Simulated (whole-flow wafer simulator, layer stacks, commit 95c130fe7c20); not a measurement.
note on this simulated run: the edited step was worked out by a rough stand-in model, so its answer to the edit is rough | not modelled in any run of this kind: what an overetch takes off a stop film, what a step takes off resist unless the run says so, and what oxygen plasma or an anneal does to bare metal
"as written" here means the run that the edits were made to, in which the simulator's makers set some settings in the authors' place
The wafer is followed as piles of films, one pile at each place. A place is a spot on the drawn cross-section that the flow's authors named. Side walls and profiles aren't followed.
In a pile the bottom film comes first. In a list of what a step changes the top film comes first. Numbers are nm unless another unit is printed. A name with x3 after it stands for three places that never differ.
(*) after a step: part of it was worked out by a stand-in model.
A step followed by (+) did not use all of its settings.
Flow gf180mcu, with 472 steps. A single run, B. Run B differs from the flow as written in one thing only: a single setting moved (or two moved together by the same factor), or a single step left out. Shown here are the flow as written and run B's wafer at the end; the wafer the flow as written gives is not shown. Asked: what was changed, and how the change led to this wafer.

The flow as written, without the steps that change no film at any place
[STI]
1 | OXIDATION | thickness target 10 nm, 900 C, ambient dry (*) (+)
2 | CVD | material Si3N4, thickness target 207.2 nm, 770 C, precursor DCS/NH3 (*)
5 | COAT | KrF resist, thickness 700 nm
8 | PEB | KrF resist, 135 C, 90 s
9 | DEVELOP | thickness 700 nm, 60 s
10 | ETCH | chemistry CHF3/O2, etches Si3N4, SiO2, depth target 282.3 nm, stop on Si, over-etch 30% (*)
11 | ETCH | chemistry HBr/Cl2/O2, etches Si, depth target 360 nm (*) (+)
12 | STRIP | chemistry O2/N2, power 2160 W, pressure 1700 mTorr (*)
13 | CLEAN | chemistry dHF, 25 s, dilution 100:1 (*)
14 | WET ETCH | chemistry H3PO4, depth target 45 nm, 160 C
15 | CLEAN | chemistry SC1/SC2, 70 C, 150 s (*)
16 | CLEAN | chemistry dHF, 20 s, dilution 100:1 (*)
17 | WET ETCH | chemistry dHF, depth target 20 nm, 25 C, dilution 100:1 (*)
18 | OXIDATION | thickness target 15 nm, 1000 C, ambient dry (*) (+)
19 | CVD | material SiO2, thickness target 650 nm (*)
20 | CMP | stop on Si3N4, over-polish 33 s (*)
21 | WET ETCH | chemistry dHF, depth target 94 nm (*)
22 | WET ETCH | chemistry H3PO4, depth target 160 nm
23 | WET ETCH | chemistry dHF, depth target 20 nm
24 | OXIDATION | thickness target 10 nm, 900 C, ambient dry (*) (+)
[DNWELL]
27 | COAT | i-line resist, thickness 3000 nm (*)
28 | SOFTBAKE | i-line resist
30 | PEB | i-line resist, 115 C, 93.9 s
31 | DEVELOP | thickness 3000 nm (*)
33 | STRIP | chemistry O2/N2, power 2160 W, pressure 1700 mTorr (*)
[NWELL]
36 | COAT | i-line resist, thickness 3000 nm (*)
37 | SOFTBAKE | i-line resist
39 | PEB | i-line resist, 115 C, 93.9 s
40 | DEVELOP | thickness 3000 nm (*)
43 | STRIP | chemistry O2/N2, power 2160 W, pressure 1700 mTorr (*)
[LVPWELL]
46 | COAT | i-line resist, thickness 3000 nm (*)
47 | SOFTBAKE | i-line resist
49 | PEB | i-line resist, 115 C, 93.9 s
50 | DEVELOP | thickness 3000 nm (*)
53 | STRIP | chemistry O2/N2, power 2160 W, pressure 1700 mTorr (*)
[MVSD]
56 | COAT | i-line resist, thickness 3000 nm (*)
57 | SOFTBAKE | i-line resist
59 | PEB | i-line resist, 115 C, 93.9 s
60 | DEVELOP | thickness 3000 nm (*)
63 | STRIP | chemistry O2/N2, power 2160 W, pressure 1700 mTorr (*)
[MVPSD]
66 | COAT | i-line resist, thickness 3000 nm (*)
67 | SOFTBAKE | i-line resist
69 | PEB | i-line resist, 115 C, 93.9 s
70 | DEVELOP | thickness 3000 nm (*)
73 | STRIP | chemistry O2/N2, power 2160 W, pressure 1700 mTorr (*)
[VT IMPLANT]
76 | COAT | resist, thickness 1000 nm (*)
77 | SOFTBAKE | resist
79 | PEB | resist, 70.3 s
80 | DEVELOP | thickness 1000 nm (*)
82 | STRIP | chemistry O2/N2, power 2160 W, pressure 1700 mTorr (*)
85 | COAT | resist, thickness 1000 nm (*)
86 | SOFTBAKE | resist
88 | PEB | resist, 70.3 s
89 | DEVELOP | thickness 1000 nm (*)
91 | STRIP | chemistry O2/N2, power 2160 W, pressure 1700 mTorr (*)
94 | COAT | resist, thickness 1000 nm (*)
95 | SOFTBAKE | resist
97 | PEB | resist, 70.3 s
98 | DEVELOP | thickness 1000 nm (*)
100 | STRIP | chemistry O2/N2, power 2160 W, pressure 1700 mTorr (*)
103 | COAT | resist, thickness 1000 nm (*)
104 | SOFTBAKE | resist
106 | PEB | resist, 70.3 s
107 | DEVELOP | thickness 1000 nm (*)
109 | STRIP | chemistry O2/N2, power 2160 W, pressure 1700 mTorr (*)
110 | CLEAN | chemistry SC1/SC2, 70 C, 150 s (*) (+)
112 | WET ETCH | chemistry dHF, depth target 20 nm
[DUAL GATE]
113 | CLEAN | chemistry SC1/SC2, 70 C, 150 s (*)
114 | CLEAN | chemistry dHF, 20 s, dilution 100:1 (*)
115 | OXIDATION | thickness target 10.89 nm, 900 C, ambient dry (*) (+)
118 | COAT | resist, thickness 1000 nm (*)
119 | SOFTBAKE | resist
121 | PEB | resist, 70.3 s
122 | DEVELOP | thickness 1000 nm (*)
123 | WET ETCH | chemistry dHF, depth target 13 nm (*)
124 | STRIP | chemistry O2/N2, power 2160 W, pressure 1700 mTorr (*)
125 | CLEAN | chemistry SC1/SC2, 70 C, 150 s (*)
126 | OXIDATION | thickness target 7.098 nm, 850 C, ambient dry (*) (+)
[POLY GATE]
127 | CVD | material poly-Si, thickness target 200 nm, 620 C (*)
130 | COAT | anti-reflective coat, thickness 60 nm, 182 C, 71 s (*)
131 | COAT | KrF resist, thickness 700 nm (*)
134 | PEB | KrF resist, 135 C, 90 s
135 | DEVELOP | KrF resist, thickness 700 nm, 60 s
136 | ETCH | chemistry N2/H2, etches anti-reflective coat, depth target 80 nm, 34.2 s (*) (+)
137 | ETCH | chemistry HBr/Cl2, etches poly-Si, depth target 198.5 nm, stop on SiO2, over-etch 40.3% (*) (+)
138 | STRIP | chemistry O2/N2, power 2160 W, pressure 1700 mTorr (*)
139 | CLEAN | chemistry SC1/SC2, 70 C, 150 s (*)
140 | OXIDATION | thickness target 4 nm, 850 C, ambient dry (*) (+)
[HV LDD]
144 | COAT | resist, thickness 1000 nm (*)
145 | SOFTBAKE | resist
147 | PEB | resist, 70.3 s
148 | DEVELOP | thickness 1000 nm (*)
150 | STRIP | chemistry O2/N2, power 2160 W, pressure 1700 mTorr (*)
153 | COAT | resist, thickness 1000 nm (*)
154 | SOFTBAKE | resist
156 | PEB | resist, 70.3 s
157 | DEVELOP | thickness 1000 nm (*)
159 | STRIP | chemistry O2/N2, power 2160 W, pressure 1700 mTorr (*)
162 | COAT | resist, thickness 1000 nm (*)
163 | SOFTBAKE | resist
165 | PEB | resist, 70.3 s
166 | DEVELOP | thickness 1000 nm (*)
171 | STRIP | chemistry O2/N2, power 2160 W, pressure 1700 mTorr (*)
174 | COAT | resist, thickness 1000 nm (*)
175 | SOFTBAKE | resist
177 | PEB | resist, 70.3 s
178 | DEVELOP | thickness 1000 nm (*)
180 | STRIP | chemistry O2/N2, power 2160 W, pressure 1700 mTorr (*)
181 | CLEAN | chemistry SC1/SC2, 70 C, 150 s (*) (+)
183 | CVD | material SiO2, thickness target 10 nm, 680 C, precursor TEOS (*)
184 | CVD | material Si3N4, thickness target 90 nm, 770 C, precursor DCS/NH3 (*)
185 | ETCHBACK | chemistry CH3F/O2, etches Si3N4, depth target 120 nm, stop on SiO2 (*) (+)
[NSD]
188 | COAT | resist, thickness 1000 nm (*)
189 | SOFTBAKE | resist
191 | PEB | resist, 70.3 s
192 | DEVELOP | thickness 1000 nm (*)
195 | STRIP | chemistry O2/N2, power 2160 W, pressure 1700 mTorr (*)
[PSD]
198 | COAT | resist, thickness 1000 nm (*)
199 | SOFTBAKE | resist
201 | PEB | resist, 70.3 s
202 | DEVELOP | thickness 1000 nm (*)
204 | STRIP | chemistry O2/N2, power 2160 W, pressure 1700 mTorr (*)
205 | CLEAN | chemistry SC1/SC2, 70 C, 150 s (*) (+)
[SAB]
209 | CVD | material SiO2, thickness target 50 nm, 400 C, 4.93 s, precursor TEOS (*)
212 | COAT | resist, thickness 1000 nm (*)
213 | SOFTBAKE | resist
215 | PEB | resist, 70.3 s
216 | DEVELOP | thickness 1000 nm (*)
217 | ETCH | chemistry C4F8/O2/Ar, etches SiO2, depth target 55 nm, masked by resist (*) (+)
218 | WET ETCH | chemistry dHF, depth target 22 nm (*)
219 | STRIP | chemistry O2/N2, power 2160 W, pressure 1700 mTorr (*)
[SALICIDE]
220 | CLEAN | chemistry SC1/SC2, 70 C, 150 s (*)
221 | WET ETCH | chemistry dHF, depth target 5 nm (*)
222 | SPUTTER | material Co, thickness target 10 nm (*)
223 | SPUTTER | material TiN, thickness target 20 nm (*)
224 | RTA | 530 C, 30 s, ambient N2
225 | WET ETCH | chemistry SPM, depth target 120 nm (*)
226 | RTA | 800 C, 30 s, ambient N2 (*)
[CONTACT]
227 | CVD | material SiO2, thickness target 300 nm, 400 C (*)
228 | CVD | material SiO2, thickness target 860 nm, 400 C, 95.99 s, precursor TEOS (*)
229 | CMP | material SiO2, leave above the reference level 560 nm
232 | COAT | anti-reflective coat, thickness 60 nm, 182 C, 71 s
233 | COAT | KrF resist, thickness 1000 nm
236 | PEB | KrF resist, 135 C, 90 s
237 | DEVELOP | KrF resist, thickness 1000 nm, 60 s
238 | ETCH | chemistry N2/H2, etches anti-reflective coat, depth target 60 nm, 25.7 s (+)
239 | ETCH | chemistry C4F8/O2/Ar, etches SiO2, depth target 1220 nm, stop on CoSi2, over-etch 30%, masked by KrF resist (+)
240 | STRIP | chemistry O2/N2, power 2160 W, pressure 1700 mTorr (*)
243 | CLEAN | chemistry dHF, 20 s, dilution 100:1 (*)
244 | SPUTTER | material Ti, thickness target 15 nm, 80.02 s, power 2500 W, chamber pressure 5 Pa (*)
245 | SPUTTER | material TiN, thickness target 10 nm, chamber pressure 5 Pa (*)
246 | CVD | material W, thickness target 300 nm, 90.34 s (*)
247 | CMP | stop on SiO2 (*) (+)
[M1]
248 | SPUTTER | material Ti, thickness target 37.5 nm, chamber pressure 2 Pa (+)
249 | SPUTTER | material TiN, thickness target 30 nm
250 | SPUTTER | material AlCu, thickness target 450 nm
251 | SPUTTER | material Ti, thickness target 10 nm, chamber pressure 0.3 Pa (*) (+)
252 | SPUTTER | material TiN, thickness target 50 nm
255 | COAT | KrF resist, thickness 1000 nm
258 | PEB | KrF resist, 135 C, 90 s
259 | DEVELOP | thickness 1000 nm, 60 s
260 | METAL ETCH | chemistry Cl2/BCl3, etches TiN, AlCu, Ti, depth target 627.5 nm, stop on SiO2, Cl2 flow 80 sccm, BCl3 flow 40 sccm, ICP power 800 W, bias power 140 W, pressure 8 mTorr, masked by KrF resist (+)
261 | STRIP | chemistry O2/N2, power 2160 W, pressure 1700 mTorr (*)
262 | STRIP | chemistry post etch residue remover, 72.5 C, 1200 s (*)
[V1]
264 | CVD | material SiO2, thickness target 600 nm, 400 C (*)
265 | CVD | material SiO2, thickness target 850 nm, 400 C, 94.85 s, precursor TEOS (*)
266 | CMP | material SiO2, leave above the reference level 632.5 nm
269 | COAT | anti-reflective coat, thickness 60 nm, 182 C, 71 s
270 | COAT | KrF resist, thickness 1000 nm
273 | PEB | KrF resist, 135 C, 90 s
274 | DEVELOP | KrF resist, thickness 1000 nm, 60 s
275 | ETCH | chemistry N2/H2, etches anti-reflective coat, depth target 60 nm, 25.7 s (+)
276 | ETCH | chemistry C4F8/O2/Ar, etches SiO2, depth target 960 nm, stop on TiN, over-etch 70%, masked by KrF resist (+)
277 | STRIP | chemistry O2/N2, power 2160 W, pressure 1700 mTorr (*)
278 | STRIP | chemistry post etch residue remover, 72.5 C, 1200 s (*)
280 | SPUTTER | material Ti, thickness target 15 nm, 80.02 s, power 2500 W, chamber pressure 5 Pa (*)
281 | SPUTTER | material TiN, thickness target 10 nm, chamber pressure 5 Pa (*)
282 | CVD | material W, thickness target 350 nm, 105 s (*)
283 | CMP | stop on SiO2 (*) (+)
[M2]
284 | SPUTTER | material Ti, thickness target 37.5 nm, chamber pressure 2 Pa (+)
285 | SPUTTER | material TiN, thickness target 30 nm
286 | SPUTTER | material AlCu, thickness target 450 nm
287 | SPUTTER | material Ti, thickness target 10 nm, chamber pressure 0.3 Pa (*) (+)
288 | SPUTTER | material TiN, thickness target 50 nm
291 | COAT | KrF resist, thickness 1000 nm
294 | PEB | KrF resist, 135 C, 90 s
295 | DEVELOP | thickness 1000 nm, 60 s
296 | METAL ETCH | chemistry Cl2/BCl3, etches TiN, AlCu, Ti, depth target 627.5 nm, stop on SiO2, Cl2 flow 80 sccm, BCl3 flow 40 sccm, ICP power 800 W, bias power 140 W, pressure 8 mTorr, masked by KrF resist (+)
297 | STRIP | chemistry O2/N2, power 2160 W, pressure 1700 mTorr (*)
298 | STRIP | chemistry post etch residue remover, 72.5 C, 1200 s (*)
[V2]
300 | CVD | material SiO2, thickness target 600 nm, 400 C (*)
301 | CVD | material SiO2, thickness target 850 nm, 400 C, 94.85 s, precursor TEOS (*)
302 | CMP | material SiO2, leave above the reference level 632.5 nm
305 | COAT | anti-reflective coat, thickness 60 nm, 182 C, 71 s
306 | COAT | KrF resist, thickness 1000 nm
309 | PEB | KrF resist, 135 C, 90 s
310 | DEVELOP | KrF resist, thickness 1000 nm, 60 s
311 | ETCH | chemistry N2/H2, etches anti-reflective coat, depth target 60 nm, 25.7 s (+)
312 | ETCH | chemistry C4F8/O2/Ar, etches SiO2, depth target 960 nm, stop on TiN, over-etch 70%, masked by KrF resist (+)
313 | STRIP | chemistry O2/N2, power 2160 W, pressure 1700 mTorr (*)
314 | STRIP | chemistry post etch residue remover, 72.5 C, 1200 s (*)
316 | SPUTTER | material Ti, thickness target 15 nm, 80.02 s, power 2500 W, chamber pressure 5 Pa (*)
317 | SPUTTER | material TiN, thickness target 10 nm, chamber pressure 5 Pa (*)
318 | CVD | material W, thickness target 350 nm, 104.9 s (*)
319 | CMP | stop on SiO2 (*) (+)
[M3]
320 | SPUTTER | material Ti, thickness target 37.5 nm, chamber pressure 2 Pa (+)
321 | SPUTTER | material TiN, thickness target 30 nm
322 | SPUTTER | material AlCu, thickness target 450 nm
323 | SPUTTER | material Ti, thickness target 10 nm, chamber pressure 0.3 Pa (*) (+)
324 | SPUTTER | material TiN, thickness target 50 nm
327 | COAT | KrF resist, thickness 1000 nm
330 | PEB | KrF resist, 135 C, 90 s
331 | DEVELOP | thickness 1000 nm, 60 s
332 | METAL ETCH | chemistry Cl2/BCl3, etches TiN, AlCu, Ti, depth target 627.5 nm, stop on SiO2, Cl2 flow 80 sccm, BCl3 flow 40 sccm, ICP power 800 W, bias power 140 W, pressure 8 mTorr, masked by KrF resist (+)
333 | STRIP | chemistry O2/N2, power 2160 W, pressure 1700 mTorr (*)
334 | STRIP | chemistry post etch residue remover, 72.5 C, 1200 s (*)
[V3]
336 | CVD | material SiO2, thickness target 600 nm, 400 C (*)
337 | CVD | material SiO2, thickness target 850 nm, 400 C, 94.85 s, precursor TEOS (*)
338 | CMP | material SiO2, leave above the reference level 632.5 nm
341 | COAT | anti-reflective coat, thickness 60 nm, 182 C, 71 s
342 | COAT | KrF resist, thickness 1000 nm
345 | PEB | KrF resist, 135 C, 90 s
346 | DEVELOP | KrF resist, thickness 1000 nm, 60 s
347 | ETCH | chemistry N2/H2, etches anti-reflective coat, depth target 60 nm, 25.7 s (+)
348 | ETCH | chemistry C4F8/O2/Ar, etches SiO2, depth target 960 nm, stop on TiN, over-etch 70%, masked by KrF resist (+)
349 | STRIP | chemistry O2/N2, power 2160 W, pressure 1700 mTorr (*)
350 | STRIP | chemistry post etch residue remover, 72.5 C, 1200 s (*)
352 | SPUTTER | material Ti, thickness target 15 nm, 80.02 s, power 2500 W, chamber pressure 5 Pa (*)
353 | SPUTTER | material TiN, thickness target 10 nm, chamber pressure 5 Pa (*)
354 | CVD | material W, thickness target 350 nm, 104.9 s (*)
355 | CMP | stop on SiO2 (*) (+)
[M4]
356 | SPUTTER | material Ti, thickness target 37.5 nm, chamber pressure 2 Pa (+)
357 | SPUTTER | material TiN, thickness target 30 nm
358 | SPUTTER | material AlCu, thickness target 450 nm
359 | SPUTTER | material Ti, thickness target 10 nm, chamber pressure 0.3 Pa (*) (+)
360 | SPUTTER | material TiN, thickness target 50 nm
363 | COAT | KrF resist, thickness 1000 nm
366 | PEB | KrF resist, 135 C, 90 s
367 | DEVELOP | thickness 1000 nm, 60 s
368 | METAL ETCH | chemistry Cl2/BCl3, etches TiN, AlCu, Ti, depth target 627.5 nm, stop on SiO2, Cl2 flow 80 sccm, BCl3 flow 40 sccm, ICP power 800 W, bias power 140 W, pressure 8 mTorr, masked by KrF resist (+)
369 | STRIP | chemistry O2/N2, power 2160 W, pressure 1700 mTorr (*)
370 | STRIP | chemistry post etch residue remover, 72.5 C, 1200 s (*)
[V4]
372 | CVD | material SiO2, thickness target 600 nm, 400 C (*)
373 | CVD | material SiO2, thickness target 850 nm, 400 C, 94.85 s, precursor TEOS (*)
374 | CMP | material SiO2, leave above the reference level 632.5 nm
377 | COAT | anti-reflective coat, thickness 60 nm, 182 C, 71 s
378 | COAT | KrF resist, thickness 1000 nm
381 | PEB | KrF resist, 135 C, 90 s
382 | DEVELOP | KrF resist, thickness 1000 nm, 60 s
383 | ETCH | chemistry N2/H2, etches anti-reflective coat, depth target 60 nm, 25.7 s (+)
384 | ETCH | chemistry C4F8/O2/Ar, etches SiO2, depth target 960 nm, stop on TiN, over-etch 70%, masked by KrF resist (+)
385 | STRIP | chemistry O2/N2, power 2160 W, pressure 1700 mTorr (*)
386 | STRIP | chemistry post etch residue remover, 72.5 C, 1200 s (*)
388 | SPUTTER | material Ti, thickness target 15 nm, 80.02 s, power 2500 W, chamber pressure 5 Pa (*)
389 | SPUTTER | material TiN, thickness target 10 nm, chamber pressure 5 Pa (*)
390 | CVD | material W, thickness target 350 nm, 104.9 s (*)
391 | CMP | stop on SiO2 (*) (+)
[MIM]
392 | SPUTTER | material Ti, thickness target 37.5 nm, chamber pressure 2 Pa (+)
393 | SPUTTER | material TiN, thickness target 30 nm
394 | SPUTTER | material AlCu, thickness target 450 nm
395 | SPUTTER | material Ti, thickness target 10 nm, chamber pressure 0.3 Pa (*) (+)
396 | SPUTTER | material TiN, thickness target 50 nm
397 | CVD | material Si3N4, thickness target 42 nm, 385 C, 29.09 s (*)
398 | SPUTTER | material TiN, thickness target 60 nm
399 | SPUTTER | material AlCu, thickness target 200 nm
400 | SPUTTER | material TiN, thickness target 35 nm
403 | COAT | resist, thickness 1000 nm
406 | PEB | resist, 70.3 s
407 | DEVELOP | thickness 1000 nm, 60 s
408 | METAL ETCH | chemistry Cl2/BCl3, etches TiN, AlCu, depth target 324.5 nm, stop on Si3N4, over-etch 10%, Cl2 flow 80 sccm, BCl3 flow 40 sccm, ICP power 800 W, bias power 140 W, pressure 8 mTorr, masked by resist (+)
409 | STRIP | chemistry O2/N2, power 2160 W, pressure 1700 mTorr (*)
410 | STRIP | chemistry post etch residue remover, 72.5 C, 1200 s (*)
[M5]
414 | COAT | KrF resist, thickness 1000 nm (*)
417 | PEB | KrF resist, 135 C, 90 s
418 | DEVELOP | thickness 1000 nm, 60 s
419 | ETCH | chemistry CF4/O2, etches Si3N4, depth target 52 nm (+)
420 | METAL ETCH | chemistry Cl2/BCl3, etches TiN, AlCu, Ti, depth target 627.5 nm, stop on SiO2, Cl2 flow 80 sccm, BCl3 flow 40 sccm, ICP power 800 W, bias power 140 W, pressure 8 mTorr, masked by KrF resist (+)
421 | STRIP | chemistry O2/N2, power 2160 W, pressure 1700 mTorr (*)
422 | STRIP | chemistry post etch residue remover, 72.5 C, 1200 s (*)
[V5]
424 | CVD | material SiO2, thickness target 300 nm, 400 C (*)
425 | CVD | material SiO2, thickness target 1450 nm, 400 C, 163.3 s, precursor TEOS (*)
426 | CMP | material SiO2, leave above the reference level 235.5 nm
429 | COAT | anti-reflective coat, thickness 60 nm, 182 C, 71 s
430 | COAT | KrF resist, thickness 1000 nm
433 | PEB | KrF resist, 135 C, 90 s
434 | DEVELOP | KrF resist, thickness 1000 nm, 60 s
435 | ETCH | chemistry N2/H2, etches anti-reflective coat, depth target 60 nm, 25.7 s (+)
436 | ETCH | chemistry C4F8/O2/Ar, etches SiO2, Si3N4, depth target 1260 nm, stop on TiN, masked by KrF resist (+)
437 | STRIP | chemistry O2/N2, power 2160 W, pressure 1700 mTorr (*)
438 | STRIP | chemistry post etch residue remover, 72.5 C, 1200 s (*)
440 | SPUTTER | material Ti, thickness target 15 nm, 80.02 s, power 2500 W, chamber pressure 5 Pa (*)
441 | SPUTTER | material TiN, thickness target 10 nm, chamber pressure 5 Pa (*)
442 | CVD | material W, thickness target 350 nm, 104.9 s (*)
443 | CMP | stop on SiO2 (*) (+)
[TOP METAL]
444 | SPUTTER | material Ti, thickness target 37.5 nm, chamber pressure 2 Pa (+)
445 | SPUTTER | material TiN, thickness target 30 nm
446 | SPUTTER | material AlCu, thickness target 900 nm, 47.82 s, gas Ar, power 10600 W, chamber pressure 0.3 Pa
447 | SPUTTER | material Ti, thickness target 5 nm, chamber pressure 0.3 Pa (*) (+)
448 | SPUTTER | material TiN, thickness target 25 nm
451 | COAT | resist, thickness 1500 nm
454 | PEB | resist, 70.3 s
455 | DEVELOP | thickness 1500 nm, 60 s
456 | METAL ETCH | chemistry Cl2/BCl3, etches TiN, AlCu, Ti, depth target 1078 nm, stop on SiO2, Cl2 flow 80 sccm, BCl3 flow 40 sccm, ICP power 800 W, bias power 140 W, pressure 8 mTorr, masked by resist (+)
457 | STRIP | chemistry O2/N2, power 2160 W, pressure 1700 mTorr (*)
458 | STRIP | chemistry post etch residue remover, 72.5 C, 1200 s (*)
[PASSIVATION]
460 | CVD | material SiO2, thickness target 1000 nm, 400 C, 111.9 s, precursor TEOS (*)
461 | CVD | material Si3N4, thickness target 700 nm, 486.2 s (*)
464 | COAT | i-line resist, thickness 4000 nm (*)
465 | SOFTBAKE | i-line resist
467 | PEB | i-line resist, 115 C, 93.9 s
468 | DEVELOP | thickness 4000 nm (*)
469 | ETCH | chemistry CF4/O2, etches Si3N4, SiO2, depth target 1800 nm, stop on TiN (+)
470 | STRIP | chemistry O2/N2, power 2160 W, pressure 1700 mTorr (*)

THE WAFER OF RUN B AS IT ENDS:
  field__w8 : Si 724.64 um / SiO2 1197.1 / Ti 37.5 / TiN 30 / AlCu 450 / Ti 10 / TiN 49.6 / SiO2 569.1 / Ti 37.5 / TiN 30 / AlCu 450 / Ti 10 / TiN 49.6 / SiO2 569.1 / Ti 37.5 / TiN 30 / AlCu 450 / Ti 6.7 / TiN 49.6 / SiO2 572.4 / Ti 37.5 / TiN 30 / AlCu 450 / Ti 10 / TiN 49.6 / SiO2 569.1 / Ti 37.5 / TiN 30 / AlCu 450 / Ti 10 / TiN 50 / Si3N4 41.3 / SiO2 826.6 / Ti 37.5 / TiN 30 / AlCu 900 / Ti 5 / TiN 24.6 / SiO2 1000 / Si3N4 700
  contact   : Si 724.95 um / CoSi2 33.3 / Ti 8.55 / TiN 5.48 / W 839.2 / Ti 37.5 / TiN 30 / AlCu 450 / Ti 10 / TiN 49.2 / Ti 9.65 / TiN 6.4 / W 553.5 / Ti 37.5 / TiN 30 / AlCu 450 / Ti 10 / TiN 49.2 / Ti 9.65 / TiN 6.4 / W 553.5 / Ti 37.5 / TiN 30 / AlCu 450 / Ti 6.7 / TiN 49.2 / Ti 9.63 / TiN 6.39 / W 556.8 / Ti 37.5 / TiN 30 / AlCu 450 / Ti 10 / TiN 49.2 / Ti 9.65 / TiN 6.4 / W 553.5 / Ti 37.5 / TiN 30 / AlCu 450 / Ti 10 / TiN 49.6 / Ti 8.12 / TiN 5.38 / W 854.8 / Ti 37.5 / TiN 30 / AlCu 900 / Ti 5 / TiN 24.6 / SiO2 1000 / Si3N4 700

The reason: step 323, SPUTTER: thickness target 6.7 nm was run, though the flow has thickness target 10 nm.
One can read it off the wafer: field__w8 has Ti 6.7, and step 323 as written asks for 10 nm.

The path from the change to this, step by step:
  323 | SPUTTER | material Ti, thickness target 10 nm, chamber pressure 0.3 Pa (*) (+)
      field, field__w1, field__w2 and 108 more: +6.7 Ti (new film) (as written it would have been: +10 Ti (new film))
  332 | METAL ETCH | chemistry Cl2/BCl3, etches TiN, AlCu, Ti, depth target 627.5 nm, stop on SiO2, Cl2 flow 80 sccm, BCl3 flow 40 sccm, ICP power 800 W, bias power 140 W, pressure 8 mTorr, masked by KrF resist (+)
      field, field__w1, field__w2 and 103 more: -50 TiN (all of it), -6.7 Ti (all of it), -450 AlCu (all of it), -30 TiN (all of it), -37.5 Ti (all of it) (as written it would have been: -50 TiN (all of it), -10 Ti (all of it), -450 AlCu (all of it), -30 TiN (all of it), -37.5 Ti (all of it))
